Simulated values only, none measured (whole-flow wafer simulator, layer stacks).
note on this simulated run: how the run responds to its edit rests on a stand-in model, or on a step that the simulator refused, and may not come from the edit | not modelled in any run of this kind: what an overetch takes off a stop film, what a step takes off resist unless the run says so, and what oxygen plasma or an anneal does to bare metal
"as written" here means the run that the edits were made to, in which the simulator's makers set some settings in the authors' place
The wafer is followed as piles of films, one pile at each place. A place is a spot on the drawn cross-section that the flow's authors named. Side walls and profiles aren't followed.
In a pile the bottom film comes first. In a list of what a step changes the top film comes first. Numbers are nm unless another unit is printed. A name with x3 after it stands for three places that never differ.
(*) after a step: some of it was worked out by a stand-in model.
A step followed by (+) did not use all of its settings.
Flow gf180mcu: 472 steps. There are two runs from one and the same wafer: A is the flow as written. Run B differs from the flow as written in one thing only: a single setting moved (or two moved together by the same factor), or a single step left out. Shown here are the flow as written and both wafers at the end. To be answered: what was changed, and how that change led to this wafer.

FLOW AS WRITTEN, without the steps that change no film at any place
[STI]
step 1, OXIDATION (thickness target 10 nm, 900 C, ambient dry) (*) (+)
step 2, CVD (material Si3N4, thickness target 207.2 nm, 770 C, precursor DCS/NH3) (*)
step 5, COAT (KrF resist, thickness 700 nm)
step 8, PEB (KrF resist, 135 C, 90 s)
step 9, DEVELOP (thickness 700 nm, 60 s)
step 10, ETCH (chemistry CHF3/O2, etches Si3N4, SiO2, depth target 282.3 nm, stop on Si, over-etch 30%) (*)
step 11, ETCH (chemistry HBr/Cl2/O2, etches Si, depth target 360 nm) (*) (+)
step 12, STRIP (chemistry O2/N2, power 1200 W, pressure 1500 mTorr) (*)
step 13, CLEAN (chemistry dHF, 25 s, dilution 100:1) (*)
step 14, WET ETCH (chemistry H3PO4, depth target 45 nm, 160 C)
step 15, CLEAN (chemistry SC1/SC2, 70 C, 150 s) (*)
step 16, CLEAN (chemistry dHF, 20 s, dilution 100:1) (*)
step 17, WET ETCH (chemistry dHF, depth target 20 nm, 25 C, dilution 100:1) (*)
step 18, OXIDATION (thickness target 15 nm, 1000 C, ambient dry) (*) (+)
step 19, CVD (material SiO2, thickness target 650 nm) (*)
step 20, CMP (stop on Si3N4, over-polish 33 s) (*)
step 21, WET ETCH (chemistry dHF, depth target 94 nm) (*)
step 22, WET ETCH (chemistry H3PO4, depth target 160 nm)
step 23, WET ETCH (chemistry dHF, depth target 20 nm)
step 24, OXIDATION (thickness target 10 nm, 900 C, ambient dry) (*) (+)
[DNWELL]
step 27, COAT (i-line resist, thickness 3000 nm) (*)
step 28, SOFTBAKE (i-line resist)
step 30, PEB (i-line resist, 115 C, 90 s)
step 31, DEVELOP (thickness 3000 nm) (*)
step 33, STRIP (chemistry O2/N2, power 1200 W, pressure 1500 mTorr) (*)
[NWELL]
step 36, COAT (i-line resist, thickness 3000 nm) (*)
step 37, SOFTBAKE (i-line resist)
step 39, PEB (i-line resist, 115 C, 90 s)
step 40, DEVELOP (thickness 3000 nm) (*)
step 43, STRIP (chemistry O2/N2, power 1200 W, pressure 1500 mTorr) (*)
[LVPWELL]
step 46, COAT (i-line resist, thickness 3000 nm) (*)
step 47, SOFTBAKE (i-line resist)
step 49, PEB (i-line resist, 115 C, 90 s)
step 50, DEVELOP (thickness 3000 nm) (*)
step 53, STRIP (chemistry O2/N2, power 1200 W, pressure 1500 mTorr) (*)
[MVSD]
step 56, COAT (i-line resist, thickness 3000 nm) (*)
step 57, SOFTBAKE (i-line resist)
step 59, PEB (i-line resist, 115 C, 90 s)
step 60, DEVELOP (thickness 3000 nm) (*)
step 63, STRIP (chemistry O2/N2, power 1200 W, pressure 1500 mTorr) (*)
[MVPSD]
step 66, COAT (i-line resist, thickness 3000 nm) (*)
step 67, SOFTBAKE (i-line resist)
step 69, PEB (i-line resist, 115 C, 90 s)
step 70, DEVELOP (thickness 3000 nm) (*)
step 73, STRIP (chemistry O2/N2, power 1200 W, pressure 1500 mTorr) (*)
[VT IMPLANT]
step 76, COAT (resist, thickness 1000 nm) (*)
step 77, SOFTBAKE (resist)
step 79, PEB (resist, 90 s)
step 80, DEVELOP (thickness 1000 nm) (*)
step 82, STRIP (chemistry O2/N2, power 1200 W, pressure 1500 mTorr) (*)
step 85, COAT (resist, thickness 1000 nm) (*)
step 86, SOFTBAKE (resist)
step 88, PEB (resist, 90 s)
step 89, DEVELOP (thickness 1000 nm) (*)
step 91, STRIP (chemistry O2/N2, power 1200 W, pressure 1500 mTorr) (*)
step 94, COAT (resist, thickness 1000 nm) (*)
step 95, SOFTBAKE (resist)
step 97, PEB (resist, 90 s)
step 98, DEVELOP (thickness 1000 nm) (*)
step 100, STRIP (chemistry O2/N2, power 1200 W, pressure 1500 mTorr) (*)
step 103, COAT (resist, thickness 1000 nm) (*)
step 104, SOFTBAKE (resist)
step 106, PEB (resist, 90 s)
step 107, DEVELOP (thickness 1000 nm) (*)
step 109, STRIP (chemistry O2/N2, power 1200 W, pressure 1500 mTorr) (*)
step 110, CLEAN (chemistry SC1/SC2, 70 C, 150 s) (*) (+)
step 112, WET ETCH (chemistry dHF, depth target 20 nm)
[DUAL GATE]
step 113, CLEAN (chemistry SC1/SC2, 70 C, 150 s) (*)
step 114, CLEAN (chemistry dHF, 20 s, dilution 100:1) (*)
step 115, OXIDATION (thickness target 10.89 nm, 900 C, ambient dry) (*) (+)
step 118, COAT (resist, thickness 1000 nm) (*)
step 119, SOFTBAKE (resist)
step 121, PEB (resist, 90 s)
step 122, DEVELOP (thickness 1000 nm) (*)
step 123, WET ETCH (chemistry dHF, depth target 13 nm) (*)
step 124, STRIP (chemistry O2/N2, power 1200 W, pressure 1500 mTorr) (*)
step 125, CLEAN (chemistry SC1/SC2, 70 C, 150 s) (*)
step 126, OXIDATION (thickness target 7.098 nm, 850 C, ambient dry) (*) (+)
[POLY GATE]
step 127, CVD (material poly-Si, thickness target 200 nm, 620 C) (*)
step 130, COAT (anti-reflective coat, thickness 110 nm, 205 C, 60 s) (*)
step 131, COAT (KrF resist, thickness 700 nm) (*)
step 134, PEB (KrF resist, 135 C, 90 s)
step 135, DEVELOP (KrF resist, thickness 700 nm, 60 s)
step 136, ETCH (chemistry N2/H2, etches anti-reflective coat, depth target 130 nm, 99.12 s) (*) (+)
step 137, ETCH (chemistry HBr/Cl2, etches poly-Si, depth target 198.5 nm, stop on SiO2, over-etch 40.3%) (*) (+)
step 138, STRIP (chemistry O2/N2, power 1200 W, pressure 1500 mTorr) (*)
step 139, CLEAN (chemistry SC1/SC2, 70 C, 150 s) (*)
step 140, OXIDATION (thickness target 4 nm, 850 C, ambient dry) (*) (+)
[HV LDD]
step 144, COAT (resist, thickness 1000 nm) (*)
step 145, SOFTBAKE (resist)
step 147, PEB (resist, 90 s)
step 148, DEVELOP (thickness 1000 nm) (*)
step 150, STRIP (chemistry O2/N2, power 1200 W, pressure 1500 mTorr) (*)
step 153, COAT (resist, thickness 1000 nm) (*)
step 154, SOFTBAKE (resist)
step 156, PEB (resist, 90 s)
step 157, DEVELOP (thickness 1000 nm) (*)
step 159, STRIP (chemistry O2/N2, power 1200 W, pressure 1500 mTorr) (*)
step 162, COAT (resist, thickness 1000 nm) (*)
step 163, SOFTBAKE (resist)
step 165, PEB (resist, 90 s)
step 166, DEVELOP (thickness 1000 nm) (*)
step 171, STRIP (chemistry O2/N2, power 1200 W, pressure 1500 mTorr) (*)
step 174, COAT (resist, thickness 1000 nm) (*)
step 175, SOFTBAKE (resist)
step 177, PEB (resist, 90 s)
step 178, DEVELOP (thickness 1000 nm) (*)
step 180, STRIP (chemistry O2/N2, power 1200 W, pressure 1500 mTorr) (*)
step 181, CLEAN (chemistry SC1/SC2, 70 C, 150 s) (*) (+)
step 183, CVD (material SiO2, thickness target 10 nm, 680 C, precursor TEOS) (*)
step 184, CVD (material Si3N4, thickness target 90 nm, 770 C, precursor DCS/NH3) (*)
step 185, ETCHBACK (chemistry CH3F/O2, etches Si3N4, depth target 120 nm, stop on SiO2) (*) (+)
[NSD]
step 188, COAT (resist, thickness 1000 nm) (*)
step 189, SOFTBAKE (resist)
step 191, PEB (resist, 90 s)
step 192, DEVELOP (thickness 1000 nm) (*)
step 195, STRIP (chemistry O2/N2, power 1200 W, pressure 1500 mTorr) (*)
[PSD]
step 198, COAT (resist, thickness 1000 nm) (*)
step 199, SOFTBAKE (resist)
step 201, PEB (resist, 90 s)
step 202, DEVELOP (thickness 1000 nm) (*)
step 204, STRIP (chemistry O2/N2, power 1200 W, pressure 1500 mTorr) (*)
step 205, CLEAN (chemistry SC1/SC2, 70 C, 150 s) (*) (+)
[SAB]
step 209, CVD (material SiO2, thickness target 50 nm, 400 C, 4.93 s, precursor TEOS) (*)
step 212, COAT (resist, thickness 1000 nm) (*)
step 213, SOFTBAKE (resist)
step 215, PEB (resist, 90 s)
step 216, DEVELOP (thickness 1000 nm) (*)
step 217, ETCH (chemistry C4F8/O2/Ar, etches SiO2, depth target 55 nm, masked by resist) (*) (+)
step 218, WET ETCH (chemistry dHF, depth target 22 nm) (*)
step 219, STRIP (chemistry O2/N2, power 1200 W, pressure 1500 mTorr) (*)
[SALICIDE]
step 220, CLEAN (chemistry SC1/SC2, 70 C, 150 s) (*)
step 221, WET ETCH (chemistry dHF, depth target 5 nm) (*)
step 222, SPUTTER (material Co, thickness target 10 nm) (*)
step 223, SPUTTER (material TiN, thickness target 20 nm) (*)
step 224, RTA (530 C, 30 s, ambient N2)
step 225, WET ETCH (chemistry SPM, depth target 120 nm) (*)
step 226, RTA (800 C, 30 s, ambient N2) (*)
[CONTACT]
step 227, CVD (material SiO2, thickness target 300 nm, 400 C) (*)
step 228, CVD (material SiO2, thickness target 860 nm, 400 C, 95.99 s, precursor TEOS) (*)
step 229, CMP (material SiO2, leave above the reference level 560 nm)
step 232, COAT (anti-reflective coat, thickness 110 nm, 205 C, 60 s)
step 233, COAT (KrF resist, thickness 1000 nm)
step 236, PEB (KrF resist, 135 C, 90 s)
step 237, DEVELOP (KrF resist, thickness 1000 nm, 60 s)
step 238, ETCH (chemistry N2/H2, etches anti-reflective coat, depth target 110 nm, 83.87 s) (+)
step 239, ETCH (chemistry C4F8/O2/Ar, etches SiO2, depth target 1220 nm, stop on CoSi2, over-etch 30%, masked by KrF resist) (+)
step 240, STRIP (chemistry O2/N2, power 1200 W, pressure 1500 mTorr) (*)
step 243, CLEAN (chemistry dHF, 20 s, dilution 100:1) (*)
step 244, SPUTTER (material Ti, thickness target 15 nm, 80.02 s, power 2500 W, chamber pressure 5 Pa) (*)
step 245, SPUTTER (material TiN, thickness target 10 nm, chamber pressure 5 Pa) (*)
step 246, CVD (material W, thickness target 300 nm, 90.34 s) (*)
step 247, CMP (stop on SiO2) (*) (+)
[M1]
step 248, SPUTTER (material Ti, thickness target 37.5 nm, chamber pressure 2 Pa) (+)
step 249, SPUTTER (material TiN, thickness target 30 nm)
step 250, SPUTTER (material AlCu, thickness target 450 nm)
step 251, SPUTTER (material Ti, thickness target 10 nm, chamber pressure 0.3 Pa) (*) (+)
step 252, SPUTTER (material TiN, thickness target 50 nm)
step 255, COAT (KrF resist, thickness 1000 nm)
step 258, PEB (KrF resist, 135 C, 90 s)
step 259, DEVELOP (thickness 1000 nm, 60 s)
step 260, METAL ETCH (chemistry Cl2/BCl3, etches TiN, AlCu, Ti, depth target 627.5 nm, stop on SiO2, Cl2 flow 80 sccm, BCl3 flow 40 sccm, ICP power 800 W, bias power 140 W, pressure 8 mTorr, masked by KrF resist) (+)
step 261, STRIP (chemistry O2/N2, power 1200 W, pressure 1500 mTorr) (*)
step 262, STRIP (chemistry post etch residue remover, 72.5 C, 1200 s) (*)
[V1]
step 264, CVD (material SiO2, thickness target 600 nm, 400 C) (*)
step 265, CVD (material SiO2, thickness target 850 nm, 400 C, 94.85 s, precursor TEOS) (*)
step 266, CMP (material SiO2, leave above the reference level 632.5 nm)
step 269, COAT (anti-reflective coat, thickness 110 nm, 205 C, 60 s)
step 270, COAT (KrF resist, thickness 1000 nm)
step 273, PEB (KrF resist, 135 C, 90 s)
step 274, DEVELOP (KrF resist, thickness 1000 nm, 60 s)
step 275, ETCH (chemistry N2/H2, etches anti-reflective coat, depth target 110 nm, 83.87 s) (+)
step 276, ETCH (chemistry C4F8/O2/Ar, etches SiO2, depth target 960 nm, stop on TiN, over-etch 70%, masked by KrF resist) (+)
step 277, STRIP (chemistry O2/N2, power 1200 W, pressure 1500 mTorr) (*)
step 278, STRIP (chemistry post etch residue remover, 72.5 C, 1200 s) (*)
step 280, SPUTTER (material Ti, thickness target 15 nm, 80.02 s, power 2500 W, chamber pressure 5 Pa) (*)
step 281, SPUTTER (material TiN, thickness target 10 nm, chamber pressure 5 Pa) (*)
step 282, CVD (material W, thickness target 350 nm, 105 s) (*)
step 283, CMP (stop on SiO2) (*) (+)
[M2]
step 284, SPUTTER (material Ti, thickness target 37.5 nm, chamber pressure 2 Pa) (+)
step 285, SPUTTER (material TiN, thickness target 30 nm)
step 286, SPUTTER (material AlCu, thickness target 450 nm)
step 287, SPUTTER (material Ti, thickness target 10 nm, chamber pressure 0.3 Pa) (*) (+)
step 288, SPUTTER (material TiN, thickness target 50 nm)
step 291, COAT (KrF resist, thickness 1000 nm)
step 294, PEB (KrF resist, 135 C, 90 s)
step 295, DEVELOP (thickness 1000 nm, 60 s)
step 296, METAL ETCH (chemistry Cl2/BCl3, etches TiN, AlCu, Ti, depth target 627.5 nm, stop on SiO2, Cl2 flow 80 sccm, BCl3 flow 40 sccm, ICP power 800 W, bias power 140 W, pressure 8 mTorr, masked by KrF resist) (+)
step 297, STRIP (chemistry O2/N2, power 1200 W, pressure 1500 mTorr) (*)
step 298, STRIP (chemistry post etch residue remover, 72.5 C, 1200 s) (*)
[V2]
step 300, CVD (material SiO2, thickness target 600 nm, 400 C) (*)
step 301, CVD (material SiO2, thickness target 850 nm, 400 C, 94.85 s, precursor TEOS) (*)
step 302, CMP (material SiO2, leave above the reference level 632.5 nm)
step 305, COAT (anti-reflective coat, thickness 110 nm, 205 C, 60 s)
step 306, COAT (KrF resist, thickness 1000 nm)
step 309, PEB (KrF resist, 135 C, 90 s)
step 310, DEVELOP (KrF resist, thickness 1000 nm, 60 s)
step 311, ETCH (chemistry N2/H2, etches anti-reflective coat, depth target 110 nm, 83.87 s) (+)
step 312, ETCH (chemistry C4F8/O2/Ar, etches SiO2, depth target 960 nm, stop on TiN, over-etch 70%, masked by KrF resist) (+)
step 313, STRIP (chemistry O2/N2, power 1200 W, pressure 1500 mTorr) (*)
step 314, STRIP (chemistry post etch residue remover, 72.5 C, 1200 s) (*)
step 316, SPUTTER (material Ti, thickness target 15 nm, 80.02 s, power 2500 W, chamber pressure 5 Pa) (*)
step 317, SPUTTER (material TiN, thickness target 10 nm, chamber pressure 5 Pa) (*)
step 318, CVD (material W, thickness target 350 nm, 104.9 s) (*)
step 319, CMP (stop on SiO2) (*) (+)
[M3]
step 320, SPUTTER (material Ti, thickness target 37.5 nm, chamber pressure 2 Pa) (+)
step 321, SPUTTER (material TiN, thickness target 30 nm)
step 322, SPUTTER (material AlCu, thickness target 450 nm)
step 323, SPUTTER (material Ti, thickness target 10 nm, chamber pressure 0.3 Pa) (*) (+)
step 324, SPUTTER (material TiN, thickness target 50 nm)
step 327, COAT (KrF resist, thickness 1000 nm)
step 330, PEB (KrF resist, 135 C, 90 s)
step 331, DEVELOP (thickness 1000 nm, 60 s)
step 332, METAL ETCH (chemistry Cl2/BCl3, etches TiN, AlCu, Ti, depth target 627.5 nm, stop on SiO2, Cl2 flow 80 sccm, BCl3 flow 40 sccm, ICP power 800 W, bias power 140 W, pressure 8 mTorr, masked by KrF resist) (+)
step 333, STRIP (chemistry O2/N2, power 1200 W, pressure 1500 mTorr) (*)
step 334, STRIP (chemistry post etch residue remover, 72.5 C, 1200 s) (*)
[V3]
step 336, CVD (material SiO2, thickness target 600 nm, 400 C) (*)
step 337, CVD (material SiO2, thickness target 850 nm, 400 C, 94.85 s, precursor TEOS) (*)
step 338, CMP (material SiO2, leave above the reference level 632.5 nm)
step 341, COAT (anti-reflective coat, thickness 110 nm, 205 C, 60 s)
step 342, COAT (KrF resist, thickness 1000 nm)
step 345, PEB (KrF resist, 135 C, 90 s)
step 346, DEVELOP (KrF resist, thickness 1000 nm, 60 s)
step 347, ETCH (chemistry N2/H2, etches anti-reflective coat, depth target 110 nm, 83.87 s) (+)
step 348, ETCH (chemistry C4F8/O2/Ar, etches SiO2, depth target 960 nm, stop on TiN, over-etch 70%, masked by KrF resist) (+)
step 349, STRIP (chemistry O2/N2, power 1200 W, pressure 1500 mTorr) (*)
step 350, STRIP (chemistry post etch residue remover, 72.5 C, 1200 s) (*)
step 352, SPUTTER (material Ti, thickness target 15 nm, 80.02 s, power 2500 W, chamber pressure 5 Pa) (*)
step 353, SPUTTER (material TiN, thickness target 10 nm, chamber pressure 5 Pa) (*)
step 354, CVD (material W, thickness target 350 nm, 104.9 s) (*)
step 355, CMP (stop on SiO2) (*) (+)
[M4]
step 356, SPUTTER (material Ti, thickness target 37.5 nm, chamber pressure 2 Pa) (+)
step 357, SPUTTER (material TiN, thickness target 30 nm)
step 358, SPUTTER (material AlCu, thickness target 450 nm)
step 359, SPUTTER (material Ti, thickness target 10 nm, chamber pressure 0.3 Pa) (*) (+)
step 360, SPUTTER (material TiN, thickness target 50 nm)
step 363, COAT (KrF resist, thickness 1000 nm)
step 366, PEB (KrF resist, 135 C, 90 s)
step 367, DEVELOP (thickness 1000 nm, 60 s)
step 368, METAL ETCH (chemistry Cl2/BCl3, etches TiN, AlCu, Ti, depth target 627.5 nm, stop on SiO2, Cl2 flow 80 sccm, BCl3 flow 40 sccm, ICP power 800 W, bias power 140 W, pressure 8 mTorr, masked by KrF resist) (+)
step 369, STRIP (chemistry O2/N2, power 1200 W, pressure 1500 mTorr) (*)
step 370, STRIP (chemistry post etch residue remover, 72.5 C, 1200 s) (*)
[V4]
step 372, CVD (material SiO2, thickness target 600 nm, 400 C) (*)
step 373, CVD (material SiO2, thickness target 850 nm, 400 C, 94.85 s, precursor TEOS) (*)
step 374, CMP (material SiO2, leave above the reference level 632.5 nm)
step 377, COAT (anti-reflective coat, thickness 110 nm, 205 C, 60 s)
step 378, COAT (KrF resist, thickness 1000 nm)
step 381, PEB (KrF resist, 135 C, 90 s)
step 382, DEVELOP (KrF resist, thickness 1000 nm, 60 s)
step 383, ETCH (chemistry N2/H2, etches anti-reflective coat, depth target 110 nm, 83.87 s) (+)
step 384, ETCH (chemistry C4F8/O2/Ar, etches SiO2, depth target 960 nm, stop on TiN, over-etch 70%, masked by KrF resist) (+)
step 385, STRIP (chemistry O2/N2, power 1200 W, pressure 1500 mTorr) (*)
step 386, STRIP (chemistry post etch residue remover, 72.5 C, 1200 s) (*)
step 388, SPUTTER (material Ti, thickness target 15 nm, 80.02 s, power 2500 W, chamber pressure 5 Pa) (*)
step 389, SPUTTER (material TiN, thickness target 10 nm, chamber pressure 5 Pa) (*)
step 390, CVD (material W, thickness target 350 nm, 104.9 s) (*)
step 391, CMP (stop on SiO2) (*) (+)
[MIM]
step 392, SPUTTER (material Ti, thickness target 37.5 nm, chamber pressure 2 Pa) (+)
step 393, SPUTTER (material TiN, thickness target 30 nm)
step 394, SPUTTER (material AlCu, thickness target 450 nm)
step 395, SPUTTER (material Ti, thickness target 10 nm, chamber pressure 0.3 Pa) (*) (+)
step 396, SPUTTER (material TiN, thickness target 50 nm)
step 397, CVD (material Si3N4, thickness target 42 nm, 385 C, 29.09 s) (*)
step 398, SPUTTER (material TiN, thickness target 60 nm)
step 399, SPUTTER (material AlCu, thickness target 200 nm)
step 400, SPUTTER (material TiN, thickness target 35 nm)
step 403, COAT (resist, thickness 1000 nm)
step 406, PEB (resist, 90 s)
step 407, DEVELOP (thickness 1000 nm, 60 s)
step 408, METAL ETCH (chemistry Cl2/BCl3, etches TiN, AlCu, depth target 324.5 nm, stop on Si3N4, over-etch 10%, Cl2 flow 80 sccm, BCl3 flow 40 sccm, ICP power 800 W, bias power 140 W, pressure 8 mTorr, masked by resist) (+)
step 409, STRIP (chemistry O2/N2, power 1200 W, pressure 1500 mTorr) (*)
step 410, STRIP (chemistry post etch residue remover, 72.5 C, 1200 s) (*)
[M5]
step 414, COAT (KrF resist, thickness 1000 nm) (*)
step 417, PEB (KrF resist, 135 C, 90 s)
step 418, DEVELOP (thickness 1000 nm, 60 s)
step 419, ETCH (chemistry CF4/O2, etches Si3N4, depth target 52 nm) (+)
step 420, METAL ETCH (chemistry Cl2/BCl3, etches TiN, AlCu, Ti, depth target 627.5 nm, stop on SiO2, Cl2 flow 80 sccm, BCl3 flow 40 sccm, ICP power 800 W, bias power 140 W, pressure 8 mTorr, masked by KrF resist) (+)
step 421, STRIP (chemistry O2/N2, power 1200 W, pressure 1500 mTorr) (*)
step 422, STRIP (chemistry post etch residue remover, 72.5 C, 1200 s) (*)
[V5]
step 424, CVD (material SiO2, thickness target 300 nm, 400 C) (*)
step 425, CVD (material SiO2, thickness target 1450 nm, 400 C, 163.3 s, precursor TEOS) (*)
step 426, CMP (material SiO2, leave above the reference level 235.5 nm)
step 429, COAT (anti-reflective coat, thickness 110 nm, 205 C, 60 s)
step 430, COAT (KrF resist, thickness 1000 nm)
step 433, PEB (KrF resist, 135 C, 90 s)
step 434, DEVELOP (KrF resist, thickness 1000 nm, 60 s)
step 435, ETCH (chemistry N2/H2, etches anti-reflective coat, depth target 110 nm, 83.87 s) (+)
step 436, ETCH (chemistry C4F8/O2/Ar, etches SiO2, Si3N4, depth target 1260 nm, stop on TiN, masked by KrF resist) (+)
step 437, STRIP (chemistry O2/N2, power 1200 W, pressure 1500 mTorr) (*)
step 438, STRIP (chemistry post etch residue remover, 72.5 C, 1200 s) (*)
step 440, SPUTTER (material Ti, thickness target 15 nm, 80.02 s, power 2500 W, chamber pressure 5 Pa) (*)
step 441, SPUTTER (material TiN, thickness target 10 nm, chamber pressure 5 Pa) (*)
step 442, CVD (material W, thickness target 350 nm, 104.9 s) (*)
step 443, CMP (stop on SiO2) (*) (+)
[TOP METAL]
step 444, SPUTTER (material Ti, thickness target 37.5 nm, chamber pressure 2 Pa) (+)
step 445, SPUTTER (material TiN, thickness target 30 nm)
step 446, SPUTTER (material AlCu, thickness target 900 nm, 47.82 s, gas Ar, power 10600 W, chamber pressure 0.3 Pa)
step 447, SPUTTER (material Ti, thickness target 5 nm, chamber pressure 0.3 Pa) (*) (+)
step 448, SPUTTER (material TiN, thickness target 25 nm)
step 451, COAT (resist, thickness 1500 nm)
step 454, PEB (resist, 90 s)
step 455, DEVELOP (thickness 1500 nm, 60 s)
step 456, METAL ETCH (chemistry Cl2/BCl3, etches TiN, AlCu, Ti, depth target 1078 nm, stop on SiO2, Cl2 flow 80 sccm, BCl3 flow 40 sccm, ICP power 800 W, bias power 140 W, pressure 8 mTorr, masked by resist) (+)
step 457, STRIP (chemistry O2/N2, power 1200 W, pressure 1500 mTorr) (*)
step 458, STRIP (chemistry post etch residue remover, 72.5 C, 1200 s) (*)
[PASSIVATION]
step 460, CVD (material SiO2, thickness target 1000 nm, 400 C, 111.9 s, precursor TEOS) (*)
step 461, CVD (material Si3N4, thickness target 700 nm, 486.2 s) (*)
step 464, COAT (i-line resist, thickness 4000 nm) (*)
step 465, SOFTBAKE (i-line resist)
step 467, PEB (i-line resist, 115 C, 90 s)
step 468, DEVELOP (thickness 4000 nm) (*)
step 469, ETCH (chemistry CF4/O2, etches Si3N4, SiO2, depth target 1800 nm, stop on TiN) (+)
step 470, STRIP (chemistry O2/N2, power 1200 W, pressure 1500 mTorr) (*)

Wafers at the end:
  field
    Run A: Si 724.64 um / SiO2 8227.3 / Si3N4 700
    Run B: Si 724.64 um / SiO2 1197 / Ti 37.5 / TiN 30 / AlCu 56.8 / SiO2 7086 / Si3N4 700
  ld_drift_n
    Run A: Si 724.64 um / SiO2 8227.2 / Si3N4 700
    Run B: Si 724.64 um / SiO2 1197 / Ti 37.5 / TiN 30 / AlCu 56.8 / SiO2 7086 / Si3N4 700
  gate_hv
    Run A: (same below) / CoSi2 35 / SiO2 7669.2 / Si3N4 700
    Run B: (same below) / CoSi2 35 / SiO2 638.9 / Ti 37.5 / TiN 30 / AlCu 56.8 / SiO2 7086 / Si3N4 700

The reason: step 250, SPUTTER: thickness target 630 nm was run, whereas the flow has thickness target 450 nm.

How this came from the change, step by step:
  step 250, SPUTTER (material AlCu, thickness target 450 nm)
      field, field__w1, field__w2 and 108 more: A AlCu gains 450 (new film) | B AlCu gains 630 (new film)
  step 260, METAL ETCH (chemistry Cl2/BCl3, etches TiN, AlCu, Ti, depth target 627.5 nm, stop on SiO2, Cl2 flow 80 sccm, BCl3 flow 40 sccm, ICP power 800 W, bias power 140 W, pressure 8 mTorr, masked by KrF resist) (+)
      field, field__w1, field__w2 and 99 more: A TiN loses 50 (all of it), Ti loses 10 (all of it), AlCu loses 450 (all of it), TiN loses 30 (all of it), Ti loses 37.5 (all of it) | B TiN loses 50 (all of it), Ti loses 10 (all of it), AlCu loses 567.5
  step 262, STRIP (chemistry post etch residue remover, 72.5 C, 1200 s) (*)
      field, field__w1, field__w2 and 99 more: A nothing | B AlCu loses 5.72
  step 264, CVD (material SiO2, thickness target 600 nm, 400 C) (*)
      field, field__w1, field__w2 and 99 more: A SiO2 gains 600 | B SiO2 gains 600 (new film)
  step 266, CMP (material SiO2, leave above the reference level 632.5 nm)
      field, field__w1, field__w2 and 99 more: A SiO2 loses 300 | B SiO2 loses 244.3
Taking metal films that touch as one body, field has 1 body; the flow as written gives 0 bodies.
Taking metal films that touch as one body, ld_drift_n has 1 body; the flow as written gives 0 bodies.
Taking metal films that touch as one body, gate_hv has 2 bodies (between them, from the top down: SiO2 638.9); the flow as written gives 1 body.
